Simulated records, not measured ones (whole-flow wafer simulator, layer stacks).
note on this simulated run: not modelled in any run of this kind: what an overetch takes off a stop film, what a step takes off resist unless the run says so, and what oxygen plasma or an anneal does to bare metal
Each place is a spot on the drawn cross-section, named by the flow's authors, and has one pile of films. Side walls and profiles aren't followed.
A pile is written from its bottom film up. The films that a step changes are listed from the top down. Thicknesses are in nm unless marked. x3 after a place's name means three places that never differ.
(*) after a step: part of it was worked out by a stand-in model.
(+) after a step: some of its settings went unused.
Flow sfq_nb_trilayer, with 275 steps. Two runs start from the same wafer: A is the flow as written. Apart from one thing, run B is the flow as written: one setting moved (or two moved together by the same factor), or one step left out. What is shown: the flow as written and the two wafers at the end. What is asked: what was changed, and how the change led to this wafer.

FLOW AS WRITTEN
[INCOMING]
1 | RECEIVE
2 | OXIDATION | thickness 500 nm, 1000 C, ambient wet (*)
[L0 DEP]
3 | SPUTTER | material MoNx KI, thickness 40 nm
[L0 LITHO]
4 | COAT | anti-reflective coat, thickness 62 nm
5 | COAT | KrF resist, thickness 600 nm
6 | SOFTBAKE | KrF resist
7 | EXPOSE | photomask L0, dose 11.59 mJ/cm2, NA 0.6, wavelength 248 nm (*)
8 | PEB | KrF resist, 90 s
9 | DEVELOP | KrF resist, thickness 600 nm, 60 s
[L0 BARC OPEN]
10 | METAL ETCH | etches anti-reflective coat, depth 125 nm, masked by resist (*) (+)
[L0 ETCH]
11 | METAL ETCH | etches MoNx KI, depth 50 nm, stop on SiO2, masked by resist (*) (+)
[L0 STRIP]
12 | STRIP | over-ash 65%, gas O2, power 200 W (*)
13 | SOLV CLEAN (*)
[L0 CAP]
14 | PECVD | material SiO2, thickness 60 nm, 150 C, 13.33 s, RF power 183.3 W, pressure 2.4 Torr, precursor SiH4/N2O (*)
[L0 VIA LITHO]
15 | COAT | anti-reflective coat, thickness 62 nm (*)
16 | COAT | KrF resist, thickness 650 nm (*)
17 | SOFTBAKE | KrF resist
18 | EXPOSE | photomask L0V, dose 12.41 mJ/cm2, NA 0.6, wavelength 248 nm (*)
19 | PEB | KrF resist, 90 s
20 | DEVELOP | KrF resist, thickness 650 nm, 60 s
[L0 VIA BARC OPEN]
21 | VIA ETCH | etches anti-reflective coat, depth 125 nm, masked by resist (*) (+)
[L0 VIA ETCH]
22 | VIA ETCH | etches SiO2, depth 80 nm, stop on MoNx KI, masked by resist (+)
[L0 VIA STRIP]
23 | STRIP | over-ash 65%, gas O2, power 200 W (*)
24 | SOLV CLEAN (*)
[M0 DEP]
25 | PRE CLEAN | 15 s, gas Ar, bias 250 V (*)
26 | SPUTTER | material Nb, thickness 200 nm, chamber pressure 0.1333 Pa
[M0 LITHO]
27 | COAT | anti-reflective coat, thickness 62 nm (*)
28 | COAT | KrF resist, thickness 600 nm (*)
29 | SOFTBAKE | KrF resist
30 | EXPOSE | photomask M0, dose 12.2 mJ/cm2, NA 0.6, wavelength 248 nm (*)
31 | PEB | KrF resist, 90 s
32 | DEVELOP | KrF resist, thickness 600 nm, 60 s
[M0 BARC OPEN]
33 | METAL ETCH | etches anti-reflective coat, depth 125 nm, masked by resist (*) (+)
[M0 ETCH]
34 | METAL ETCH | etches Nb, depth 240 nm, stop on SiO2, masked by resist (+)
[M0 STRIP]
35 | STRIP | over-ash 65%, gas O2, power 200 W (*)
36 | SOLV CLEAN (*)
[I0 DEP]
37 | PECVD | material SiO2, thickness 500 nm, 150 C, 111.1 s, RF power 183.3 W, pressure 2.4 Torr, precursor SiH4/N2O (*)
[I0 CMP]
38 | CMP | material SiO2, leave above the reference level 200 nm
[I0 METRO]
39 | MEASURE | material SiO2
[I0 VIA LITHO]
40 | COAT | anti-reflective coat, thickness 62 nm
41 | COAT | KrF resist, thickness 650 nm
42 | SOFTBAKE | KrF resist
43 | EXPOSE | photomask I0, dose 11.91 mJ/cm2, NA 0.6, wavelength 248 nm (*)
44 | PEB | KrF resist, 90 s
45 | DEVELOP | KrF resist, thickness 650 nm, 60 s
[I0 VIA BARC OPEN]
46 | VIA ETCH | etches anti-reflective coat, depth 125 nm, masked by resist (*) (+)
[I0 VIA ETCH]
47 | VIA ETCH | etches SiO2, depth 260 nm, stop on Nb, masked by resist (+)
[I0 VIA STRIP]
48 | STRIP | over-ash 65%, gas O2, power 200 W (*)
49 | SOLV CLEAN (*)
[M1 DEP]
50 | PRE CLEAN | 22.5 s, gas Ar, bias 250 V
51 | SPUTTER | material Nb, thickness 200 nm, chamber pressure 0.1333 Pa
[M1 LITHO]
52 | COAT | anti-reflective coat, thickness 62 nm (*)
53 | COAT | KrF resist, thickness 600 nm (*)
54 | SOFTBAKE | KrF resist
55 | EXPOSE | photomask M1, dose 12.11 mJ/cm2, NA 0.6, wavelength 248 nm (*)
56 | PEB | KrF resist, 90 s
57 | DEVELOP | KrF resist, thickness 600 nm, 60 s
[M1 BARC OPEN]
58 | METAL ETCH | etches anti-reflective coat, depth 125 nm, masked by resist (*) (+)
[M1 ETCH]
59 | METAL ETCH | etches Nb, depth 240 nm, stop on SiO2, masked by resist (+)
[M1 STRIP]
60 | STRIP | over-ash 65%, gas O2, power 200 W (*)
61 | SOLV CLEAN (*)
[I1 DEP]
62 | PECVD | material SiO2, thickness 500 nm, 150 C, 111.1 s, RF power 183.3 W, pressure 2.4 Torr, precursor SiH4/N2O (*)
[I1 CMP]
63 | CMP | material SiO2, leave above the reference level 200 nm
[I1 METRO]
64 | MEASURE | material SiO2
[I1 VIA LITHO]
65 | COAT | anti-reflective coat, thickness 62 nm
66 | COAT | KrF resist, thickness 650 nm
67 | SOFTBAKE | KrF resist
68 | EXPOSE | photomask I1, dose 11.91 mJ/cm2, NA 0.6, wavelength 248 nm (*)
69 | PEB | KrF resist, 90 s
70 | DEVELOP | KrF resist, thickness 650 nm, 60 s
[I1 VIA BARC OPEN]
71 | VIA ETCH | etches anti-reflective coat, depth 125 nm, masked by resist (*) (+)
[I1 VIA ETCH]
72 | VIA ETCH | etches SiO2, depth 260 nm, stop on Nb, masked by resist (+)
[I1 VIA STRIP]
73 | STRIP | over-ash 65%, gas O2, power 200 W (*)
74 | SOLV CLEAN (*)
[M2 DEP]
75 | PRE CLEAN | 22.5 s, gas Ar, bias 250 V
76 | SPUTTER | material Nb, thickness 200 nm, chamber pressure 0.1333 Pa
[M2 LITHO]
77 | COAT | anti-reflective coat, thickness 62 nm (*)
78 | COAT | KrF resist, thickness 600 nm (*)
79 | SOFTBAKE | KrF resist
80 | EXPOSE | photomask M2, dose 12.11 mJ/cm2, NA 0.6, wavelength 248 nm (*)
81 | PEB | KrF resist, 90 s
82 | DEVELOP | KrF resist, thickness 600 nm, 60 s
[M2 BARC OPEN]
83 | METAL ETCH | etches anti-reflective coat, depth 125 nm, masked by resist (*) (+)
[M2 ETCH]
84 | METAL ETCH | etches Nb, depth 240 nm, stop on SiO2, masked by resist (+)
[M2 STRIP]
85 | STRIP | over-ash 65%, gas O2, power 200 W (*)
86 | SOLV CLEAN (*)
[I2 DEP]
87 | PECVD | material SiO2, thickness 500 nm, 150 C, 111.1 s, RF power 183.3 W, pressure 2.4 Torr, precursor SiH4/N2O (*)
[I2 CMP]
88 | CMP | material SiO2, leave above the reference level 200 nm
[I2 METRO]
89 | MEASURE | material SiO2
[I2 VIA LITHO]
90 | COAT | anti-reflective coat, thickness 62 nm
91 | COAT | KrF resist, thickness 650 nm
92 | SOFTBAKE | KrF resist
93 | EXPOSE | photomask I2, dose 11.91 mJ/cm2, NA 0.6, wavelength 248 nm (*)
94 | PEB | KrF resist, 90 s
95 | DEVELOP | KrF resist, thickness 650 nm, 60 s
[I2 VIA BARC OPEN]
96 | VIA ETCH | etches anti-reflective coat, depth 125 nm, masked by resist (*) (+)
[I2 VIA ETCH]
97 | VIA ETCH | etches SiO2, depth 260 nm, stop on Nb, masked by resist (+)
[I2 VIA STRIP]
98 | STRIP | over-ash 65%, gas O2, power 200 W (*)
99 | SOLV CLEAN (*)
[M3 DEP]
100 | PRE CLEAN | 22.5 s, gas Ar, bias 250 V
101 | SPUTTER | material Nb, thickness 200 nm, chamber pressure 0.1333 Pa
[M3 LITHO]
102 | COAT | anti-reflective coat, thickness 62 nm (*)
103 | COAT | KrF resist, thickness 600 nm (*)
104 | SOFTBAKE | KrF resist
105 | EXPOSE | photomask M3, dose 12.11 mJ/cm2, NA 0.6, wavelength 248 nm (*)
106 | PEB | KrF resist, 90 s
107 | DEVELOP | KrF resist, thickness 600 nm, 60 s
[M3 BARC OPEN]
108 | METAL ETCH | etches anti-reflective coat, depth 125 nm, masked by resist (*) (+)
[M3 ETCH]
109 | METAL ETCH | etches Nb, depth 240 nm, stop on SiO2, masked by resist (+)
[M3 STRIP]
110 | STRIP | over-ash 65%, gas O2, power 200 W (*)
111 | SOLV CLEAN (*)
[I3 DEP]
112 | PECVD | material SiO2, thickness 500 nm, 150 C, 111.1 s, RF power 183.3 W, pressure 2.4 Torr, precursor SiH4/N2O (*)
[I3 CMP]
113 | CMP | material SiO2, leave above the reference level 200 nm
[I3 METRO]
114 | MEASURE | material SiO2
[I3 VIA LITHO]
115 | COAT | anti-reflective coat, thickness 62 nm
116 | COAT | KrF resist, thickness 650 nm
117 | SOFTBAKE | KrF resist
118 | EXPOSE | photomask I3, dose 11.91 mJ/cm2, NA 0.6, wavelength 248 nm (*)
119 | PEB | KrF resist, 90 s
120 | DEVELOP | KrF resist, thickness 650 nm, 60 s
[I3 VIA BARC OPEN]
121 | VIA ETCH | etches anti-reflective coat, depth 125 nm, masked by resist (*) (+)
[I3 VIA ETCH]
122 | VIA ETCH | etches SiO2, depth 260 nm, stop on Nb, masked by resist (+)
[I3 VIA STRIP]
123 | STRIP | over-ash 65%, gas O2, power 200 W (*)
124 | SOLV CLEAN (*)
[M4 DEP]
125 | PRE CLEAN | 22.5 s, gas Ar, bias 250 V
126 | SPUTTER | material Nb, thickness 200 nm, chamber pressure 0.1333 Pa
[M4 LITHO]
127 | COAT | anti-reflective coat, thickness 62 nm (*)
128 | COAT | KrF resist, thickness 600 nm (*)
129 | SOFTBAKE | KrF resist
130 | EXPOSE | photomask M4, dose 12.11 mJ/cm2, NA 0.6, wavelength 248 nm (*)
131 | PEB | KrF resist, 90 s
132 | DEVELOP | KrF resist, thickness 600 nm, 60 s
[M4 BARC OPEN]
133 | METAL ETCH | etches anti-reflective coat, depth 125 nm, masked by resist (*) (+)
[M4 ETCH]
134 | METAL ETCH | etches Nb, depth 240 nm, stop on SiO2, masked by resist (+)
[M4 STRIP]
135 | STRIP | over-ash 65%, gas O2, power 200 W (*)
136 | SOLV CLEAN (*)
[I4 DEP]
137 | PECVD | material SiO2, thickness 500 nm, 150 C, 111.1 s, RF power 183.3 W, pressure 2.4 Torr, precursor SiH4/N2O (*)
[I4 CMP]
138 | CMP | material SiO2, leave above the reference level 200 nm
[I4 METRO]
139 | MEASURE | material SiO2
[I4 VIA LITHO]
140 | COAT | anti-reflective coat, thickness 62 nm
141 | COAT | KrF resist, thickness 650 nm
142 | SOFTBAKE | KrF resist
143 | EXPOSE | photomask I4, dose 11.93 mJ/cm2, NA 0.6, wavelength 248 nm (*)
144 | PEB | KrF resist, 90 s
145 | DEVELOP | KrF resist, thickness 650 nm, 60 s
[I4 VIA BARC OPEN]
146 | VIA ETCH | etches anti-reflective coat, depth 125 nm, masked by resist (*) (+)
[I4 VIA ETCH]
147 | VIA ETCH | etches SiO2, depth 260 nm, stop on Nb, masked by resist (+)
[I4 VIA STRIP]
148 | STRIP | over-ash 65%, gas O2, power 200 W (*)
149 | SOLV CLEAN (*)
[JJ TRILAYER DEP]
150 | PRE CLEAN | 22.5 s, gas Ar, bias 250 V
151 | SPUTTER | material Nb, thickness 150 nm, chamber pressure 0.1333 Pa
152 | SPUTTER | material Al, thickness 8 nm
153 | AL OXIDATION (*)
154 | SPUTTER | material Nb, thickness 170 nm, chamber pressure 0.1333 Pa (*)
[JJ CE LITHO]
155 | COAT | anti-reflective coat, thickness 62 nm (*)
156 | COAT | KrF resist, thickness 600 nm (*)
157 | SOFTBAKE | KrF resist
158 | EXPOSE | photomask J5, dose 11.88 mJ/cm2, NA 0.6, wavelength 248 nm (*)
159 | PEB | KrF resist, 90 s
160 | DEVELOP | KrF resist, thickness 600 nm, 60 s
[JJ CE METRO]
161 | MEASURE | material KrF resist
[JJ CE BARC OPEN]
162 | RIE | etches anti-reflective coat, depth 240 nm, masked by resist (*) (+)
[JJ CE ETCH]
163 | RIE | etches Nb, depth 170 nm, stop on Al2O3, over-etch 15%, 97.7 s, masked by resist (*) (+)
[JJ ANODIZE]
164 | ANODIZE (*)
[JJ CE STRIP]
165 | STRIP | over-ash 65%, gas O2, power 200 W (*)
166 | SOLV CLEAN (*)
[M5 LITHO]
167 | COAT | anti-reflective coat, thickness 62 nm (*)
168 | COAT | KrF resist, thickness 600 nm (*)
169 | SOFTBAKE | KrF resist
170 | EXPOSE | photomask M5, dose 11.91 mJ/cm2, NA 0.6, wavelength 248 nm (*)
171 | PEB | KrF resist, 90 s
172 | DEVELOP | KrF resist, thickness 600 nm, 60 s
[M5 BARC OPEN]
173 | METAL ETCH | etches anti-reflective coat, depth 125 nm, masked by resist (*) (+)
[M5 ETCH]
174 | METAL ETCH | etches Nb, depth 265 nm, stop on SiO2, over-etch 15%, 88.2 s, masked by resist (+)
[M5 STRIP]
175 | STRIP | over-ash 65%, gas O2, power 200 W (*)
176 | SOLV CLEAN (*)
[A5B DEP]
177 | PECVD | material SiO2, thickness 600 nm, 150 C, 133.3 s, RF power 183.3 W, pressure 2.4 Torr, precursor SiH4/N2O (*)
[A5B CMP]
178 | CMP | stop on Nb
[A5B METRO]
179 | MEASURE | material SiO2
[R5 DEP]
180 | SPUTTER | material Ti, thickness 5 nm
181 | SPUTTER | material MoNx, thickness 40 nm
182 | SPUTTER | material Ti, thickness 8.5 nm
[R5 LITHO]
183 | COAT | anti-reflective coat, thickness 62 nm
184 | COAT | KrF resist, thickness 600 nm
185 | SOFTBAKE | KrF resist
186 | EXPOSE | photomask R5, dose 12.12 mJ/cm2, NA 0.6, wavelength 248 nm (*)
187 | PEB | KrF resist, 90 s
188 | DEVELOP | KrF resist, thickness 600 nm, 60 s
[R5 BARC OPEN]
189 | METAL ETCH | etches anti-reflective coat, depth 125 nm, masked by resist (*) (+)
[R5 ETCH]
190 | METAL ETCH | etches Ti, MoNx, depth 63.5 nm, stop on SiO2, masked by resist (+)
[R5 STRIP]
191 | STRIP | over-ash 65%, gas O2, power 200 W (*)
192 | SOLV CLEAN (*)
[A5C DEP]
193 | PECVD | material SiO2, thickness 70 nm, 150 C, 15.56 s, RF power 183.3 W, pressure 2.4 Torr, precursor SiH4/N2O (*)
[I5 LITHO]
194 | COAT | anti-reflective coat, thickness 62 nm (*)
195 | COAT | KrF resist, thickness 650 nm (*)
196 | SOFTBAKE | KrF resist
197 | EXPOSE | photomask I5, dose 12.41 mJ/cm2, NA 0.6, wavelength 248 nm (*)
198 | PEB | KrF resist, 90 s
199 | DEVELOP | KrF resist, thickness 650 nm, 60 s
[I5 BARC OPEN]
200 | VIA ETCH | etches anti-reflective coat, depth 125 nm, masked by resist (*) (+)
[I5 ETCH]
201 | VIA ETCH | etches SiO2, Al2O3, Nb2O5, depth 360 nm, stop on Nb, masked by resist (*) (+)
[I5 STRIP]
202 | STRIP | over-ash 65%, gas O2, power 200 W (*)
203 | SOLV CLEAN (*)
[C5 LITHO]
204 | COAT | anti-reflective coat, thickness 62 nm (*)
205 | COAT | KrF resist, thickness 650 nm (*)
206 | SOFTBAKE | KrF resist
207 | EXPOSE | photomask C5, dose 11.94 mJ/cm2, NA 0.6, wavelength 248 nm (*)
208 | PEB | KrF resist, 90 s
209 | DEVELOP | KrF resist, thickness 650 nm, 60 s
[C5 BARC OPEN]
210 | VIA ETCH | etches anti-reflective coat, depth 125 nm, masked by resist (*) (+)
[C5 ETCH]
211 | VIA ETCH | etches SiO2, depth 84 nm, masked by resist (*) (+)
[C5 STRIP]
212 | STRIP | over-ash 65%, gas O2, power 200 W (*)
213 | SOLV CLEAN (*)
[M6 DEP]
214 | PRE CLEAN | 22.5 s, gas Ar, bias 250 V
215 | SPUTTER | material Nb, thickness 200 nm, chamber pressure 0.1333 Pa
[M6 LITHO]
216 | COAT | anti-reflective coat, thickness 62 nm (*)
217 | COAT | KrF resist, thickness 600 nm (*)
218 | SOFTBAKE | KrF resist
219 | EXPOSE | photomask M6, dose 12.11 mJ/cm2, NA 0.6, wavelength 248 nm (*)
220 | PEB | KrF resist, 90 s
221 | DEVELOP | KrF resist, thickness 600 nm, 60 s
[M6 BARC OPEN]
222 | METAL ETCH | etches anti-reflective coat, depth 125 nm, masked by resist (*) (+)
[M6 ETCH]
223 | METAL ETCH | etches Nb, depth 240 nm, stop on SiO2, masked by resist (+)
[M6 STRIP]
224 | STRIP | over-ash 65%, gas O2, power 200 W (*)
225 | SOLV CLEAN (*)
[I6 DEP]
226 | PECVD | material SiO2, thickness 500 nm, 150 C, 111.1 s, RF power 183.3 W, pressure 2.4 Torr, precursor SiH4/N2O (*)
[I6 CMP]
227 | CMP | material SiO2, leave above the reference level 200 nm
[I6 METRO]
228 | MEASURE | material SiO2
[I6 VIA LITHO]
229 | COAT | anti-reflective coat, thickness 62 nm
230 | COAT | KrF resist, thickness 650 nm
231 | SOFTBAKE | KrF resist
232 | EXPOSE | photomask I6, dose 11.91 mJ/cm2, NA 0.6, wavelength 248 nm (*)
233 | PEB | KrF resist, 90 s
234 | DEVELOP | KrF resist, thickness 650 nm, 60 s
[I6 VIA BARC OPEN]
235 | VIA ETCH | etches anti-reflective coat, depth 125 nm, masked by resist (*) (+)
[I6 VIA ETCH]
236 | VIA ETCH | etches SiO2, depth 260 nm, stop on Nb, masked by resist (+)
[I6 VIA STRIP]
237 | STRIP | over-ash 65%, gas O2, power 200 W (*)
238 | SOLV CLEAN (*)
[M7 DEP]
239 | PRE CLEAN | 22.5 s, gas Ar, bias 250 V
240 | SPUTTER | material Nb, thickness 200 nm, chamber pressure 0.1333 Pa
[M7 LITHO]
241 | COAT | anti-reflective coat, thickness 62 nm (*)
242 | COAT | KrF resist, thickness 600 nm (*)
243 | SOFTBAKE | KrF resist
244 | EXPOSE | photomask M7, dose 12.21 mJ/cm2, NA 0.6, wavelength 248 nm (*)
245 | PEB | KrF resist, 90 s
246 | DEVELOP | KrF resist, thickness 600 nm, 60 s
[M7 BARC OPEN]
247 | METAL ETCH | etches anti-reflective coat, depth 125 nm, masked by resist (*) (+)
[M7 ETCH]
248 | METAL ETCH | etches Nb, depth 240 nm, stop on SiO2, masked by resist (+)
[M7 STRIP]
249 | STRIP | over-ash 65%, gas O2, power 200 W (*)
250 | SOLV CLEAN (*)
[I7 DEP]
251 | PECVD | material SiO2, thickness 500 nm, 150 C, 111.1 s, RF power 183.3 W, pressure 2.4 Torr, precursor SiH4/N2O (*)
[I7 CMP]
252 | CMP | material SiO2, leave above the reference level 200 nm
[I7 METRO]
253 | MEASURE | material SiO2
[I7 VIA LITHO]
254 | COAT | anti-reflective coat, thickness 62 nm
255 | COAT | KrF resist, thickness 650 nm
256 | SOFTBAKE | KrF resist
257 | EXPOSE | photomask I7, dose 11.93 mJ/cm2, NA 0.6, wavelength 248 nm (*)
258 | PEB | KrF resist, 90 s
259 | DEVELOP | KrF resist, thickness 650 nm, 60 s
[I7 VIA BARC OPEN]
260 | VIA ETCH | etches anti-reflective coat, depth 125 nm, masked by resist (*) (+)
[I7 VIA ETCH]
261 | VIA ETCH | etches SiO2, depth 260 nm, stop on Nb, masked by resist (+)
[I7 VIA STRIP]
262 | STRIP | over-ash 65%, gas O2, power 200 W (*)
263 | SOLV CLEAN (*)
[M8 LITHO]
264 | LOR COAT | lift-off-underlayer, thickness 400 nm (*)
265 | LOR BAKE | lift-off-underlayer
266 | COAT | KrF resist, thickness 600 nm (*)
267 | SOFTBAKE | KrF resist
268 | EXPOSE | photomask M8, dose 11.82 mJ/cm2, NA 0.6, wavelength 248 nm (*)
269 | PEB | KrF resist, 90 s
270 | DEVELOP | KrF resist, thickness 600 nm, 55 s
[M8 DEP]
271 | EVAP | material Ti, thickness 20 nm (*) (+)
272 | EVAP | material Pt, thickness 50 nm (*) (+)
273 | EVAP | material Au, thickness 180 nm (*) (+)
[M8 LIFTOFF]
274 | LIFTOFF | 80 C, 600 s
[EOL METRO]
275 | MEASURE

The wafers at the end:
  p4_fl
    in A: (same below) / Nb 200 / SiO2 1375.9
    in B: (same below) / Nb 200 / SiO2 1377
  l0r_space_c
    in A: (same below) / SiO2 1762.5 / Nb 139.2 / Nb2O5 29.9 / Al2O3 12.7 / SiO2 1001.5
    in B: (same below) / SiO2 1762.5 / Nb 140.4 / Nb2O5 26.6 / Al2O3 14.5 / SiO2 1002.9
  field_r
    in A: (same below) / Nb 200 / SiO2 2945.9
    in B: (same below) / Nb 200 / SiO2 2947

What caused this: step 152, SPUTTER: thickness 9.12 nm was run, while the flow as written has thickness 8 nm.

How this came from the change, step by step:
  152 | SPUTTER | material Al, thickness 8 nm
      field_l, v_sur, via_sp and 100 more: A Al gains 8 (new film) | B Al gains 9.12 (new film)
      via_wl, via_wr: A Al gains 5.14 (new film) | B Al gains 5.86 (new film)
      (as well as at 1 more place)
  164 | ANODIZE (*)
      field_l, v_sur, via_sp and 96 more: A Al2O3 gains 12.2, Nb2O5 gains 29.9 (new film), Al loses 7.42 (all of it), Nb loses 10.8 | B Al2O3 gains 14.1, Nb2O5 gains 26.6 (new film), Al loses 8.54 (all of it), Nb loses 9.58
      via_wl, via_wr: A Al2O3 gains 7.52 (new film), Nb2O5 gains 39.2 (new film), Al loses 4.56 (all of it), Nb loses 14.1 | B Al2O3 gains 8.71 (new film), Nb2O5 gains 37.1 (new film), Al loses 5.28 (all of it), Nb loses 13.3
      (as well as at 1 more place)
  167 | COAT | anti-reflective coat, thickness 62 nm (*)
      ce_l: A anti-reflective coat gains 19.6 (new film) | B anti-reflective coat gains 18.9 (new film)
      ce_r: A anti-reflective coat gains 19.7 (new film) | B anti-reflective coat gains 18.9 (new film)
  174 | METAL ETCH | etches Nb, depth 265 nm, stop on SiO2, over-etch 15%, 88.2 s, masked by resist (+)
      field_l, r_sur, res and 50 more: A Al2O3 loses 12.6 (all of it), Nb2O5 loses 29.9 (all of it), Nb loses 139.2 (all of it), SiO2 loses 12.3 | B Al2O3 loses 14.5 (all of it), Nb2O5 loses 26.6 (all of it), Nb loses 140.4 (all of it), SiO2 loses 12.3
  175 | STRIP | over-ash 65%, gas O2, power 200 W (*)
      ce_l: A KrF resist loses 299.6 (all of it), anti-reflective coat loses 19.6 (all of it) | B KrF resist loses 299.3 (all of it), anti-reflective coat loses 18.9 (all of it)
      ce_r: A KrF resist loses 299.9 (all of it), anti-reflective coat loses 19.7 (all of it) | B KrF resist loses 299.6 (all of it), anti-reflective coat loses 18.9 (all of it)
  201 | VIA ETCH | etches SiO2, Al2O3, Nb2O5, depth 360 nm, stop on Nb, masked by resist (*) (+)
      be: A SiO2 loses 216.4 (all of it), Al2O3 loses 12.7 (all of it), Nb2O5 loses 29.9 (all of it) | B SiO2 loses 217.7 (all of it), Al2O3 loses 14.5 (all of it), Nb2O5 loses 26.6 (all of it)
